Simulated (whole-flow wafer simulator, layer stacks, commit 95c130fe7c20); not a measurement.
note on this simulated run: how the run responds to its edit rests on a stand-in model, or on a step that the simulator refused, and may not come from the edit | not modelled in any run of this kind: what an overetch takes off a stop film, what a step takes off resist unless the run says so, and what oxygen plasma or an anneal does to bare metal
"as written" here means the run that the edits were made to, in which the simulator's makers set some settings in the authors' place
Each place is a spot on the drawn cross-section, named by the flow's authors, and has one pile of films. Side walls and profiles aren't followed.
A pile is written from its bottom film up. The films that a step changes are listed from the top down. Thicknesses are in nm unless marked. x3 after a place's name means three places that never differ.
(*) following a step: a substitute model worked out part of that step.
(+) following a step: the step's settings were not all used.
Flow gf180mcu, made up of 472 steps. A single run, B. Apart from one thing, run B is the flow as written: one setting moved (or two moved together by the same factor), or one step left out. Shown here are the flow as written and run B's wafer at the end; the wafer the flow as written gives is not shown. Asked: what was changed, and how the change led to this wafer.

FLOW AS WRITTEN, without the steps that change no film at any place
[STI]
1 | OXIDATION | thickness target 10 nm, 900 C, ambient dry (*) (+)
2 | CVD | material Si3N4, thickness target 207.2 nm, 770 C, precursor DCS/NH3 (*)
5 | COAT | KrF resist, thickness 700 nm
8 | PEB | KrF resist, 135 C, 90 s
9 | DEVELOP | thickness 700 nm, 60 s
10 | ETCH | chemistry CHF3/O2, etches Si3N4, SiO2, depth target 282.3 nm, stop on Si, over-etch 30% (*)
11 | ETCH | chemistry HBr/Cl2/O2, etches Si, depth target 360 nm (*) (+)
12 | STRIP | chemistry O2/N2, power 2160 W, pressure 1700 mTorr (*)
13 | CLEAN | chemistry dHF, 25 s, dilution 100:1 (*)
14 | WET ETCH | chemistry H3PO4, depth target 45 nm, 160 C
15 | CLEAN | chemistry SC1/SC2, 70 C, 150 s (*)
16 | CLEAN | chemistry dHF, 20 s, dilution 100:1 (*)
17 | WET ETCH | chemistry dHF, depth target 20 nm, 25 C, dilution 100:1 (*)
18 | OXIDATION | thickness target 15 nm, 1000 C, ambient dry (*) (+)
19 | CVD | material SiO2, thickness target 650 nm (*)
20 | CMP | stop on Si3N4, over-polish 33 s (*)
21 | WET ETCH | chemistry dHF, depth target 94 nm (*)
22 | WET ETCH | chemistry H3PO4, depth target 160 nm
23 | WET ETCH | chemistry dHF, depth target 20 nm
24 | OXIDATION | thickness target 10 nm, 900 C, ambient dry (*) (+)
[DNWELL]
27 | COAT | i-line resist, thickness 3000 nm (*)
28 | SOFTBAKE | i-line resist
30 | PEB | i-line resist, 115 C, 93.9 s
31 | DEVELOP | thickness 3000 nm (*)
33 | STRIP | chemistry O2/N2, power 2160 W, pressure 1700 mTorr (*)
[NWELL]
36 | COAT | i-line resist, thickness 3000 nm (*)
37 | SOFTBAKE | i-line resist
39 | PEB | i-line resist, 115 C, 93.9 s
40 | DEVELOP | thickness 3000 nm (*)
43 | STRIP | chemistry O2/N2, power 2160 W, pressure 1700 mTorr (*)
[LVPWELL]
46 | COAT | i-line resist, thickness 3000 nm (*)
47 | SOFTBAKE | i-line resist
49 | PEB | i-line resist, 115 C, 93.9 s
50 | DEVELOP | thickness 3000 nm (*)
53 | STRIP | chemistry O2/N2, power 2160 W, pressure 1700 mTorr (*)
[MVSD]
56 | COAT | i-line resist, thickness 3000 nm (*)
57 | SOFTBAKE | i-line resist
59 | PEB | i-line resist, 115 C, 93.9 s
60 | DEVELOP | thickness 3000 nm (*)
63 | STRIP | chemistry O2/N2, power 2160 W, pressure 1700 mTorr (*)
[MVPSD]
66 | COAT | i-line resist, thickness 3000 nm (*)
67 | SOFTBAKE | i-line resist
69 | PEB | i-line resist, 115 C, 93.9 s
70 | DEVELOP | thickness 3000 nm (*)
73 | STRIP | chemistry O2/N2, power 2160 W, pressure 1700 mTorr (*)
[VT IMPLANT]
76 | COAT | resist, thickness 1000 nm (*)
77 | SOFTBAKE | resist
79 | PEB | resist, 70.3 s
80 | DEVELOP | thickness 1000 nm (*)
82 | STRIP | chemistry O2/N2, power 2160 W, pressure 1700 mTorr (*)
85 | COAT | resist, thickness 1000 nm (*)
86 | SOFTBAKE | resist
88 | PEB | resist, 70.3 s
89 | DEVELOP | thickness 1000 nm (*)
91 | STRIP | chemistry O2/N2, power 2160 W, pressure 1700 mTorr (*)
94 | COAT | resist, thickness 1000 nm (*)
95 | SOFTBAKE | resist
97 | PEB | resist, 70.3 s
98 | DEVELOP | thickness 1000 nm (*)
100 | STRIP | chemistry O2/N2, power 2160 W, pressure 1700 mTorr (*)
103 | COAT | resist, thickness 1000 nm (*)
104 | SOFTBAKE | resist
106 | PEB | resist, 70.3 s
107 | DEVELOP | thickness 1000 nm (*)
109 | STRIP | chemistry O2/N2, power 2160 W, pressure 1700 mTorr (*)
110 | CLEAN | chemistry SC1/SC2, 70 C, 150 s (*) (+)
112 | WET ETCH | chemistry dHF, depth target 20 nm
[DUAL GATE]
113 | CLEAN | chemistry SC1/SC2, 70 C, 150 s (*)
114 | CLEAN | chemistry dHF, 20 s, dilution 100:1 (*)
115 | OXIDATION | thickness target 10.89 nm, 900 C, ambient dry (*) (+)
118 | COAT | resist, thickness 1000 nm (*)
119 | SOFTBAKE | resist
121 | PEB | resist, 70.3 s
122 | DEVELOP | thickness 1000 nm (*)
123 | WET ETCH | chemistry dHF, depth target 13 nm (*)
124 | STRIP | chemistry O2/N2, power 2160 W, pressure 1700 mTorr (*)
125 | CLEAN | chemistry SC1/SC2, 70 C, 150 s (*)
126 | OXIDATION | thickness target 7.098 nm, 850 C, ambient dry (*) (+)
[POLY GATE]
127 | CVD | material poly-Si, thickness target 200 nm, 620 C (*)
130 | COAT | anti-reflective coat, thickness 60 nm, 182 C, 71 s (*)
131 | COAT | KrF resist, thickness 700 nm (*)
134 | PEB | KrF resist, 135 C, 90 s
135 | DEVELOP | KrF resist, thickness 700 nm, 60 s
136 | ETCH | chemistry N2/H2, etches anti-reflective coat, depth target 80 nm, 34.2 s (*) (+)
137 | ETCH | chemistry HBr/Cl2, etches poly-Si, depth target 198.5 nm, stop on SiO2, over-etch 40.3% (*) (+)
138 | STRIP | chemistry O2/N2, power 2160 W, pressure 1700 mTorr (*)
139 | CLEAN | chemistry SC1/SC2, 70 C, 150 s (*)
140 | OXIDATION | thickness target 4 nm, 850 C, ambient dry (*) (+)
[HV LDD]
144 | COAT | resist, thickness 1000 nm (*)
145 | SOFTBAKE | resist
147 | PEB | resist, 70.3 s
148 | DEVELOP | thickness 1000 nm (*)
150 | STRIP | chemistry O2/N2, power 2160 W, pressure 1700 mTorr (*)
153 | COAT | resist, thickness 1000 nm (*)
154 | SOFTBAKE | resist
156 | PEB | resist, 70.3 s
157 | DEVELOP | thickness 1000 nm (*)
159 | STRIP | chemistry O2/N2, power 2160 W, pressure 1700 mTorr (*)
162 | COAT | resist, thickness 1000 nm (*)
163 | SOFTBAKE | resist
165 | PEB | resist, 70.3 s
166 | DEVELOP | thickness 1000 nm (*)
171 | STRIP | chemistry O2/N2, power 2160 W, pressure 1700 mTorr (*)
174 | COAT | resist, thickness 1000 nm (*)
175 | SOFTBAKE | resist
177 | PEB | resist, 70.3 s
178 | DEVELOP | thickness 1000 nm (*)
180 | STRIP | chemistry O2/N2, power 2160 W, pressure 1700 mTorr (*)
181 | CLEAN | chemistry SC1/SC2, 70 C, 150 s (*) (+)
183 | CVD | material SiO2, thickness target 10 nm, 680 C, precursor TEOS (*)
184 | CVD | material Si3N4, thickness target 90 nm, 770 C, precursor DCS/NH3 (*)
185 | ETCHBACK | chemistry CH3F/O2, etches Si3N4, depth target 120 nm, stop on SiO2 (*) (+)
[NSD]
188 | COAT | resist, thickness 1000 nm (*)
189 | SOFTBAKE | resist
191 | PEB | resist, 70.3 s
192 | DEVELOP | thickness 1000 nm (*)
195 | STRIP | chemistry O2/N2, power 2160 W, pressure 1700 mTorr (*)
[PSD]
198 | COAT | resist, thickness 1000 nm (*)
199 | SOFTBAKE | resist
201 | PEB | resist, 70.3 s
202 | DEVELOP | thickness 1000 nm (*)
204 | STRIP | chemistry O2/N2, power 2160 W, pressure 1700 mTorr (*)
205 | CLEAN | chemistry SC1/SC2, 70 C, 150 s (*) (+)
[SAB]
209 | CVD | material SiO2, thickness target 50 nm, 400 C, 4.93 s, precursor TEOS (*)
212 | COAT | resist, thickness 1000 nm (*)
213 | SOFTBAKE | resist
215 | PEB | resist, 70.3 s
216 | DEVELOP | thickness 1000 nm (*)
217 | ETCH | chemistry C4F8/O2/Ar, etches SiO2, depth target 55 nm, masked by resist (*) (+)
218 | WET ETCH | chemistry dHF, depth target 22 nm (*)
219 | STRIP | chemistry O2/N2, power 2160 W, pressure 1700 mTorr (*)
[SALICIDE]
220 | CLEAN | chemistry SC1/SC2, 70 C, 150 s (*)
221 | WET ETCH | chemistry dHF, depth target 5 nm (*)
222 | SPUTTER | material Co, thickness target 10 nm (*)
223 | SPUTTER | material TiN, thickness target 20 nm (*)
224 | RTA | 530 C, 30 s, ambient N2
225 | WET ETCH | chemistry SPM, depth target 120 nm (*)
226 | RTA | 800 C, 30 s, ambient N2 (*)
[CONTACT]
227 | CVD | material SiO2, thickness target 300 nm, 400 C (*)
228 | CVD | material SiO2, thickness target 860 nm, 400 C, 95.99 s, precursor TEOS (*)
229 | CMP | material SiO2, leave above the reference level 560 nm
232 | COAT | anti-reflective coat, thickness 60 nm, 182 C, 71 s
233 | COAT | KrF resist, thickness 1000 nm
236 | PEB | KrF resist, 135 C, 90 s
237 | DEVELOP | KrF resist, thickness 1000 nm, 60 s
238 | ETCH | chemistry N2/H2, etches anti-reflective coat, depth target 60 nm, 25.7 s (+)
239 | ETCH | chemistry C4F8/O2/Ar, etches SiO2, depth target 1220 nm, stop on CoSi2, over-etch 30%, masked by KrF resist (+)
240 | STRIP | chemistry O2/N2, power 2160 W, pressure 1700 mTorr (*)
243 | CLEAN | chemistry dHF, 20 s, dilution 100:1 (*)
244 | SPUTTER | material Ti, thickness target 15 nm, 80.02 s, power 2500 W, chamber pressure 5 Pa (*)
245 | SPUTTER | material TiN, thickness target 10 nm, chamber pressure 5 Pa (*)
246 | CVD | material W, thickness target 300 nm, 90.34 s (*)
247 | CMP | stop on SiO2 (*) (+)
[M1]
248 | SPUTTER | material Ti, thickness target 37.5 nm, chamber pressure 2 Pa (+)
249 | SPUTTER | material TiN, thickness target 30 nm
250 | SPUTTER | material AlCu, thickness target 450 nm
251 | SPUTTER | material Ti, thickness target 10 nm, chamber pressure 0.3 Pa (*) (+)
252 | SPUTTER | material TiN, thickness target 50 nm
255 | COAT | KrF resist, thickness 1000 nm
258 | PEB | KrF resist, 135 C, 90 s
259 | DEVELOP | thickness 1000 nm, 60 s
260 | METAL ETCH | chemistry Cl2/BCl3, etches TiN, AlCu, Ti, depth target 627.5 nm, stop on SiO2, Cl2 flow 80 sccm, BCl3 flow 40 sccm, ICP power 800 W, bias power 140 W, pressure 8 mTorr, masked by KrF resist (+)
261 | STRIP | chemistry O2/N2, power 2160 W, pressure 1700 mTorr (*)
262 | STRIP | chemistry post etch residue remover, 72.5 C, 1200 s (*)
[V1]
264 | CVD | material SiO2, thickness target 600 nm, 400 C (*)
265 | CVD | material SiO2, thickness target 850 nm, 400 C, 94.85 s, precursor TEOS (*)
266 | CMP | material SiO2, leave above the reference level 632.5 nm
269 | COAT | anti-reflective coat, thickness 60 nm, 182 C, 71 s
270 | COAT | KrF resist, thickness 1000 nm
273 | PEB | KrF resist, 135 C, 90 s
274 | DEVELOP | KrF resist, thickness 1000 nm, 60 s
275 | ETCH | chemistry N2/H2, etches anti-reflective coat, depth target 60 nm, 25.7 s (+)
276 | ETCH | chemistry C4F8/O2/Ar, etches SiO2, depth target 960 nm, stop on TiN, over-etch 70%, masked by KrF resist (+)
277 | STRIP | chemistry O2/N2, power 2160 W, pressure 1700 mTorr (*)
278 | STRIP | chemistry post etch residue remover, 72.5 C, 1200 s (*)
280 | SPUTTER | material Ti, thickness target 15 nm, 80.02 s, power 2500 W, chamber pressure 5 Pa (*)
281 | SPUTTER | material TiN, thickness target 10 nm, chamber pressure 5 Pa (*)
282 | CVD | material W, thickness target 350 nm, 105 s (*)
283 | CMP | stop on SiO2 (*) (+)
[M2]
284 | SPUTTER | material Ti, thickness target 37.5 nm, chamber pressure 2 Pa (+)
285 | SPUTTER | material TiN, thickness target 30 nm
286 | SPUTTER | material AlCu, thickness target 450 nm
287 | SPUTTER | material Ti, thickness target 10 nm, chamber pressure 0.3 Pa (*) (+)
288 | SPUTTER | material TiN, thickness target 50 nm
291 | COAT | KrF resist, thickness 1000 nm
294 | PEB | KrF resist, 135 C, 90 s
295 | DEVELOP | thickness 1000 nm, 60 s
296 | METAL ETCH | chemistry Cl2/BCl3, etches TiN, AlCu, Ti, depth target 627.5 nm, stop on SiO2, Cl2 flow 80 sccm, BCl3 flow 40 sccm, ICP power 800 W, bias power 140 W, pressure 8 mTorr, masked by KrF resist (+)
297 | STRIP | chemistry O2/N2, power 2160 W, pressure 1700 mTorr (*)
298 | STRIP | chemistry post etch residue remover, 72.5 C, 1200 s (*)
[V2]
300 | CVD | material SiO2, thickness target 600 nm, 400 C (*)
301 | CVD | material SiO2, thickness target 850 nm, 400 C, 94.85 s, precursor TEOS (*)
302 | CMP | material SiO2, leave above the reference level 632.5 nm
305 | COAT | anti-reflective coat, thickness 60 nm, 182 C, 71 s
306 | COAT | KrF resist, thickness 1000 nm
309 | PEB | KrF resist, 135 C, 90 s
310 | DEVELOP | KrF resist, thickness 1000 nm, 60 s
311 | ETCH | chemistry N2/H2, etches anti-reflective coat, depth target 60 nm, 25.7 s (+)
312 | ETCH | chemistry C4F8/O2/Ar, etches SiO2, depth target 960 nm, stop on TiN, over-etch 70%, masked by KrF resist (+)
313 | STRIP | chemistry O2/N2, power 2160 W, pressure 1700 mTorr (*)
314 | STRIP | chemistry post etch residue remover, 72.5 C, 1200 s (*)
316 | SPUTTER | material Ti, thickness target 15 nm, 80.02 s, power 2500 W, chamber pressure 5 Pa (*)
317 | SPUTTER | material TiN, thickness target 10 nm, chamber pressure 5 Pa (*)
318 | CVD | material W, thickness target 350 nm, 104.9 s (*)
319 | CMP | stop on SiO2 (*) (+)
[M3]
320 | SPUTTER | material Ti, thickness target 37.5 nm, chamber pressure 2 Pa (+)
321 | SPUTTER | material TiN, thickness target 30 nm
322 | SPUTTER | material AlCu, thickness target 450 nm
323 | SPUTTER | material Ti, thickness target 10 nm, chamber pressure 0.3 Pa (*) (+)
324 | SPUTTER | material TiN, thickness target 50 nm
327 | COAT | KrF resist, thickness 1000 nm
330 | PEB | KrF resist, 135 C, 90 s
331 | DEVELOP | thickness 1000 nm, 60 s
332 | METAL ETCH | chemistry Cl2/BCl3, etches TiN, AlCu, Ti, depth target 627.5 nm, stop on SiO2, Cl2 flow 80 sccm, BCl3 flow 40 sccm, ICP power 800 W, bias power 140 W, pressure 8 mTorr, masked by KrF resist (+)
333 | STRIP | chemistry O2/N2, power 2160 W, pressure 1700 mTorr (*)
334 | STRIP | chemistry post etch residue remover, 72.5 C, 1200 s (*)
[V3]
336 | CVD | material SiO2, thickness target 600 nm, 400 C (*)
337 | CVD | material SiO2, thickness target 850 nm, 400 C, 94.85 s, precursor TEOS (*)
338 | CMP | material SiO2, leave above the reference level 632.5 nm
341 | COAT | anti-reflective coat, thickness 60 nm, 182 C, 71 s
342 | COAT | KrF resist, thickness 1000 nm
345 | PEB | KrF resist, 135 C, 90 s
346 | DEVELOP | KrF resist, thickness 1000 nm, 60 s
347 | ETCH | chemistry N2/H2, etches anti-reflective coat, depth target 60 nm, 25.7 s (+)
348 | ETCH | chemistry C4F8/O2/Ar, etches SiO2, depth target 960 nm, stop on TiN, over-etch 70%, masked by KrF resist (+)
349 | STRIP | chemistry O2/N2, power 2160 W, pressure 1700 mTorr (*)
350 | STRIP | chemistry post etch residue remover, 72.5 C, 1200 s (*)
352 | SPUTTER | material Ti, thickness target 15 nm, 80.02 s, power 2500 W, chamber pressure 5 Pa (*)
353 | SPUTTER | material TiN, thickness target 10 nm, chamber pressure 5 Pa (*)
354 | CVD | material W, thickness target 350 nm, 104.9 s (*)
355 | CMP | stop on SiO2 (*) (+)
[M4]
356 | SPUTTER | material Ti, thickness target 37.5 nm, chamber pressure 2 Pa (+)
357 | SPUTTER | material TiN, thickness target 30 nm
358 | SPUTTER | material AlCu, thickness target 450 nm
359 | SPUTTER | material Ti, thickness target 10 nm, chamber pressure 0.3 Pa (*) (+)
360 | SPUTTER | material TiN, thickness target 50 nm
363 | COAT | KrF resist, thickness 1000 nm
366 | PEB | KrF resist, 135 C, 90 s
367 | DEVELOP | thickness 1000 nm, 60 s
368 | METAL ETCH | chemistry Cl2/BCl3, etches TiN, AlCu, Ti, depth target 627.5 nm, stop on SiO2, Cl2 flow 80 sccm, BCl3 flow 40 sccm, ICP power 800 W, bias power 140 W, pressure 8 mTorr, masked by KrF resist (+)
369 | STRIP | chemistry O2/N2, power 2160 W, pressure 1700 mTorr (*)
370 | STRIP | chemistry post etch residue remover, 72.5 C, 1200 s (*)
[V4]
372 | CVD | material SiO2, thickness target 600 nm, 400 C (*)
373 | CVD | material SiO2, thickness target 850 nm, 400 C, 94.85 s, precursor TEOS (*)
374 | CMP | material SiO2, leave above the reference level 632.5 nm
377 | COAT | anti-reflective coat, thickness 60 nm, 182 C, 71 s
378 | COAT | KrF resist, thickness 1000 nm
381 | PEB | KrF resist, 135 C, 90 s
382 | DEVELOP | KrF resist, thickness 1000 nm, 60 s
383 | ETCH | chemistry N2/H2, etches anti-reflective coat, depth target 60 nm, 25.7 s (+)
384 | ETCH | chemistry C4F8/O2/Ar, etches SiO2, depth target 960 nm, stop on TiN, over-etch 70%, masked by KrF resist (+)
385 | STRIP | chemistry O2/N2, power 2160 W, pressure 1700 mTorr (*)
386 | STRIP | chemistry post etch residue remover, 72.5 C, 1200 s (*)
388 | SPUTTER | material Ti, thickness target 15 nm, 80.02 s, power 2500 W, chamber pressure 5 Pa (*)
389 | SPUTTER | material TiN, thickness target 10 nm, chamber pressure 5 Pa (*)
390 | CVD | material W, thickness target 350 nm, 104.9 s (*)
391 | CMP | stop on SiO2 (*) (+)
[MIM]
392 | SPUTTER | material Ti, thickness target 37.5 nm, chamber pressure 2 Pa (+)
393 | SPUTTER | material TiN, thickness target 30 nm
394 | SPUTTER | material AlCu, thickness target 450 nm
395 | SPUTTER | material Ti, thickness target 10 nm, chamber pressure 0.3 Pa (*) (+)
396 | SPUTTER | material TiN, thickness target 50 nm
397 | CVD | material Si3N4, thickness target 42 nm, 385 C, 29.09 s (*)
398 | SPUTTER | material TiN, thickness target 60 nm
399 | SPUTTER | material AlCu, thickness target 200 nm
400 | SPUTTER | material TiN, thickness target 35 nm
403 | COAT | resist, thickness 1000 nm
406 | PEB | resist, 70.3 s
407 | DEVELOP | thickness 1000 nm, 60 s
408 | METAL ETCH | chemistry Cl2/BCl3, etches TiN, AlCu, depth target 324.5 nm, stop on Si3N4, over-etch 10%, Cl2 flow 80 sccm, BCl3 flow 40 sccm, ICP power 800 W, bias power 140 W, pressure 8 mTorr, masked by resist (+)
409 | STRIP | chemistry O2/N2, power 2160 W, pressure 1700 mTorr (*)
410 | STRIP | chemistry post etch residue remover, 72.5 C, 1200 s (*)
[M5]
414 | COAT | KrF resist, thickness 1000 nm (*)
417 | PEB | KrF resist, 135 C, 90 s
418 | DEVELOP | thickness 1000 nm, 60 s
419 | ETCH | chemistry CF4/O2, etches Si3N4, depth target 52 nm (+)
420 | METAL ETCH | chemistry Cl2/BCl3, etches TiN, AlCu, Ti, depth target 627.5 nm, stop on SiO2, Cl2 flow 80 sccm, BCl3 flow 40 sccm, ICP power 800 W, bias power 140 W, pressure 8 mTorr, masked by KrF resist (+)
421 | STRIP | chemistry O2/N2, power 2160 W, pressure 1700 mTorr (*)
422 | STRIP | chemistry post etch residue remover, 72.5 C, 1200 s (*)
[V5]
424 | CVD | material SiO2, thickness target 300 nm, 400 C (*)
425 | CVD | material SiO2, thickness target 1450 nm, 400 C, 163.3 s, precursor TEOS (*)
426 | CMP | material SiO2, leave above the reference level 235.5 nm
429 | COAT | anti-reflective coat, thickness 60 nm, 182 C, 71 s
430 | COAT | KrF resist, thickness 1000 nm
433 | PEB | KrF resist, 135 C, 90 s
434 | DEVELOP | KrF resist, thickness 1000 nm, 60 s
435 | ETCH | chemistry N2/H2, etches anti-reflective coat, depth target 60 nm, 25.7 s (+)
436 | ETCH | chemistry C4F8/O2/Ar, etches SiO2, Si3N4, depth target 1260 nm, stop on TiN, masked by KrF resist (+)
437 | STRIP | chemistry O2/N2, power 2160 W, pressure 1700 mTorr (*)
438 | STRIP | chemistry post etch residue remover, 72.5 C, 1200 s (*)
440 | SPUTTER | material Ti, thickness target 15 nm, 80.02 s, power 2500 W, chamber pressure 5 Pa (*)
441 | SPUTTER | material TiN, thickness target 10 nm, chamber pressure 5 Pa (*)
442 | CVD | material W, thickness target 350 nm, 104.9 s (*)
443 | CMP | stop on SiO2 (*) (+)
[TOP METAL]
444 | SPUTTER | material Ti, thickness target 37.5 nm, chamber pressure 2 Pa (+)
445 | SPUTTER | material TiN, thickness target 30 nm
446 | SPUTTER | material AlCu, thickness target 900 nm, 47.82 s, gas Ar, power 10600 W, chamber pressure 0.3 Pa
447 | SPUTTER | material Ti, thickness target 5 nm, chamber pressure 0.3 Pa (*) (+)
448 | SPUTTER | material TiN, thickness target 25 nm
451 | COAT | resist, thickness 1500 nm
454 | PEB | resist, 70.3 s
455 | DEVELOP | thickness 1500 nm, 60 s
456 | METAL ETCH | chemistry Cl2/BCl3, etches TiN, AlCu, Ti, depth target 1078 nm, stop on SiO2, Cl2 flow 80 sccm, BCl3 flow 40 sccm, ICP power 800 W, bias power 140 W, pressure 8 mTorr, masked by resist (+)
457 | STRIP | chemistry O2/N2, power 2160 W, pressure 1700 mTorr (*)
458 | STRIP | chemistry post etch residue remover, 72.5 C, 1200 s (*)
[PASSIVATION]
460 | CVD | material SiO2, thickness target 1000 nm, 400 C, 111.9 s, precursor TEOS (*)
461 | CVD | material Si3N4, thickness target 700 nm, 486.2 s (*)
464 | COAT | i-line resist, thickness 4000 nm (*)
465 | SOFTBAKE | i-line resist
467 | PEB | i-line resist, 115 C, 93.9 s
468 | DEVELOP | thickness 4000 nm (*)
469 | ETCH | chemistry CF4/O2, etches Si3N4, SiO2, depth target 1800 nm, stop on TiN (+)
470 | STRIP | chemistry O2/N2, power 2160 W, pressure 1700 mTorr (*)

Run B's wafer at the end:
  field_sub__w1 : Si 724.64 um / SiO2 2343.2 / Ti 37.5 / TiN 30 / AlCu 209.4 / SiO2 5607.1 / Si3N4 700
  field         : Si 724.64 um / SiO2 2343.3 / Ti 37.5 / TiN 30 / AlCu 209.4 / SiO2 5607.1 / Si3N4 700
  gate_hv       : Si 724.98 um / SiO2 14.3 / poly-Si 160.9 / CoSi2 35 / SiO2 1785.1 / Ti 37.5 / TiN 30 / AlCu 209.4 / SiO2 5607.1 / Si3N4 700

The reason: step 296, METAL ETCH: depth target 294.9 nm was run, though the flow has depth target 627.5 nm.

Step by step, how the change led to this:
  296 | METAL ETCH | chemistry Cl2/BCl3, etches TiN, AlCu, Ti, depth target 627.5 nm, stop on SiO2, Cl2 flow 80 sccm, BCl3 flow 40 sccm, ICP power 800 W, bias power 140 W, pressure 8 mTorr, masked by KrF resist (+)
      field, field__w1, field__w2 and 103 more: -50 TiN (all of it), -10 Ti (all of it), -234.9 AlCu (as written it would have been: -50 TiN (all of it), -10 Ti (all of it), -450 AlCu (all of it), -30 TiN (all of it), -37.5 Ti (all of it))
      field__w8, contact, m1, m1__w1, m1_nw: -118 KrF resist (as written it would have been: -251 KrF resist)
  297 | STRIP | chemistry O2/N2, power 2160 W, pressure 1700 mTorr (*)
      field__w8, contact, m1, m1__w1, m1_nw: -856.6 KrF resist (all of it) (as written it would have been: -723.5 KrF resist (all of it))
  298 | STRIP | chemistry post etch residue remover, 72.5 C, 1200 s (*)
      field, field__w1, field__w2 and 103 more: -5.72 AlCu (as written it would have been: nothing)
  300 | CVD | material SiO2, thickness target 600 nm, 400 C (*)
      field, field__w1, field__w2 and 103 more: +600 SiO2 (new film) (as written it would have been: +600 SiO2)
  302 | CMP | material SiO2, leave above the reference level 632.5 nm
      field, field__w1, field__w2 and 103 more: -576.9 SiO2 (as written it would have been: -300 SiO2)
If metal films that touch count as one body, field_sub__w1 has 1 body; the flow as written gives 0 bodies.
If metal films that touch count as one body, field has 1 body; the flow as written gives 0 bodies.
If metal films that touch count as one body, gate_hv has 2 bodies (between them, from the top down: SiO2 1785.1); the flow as written gives 1 body.
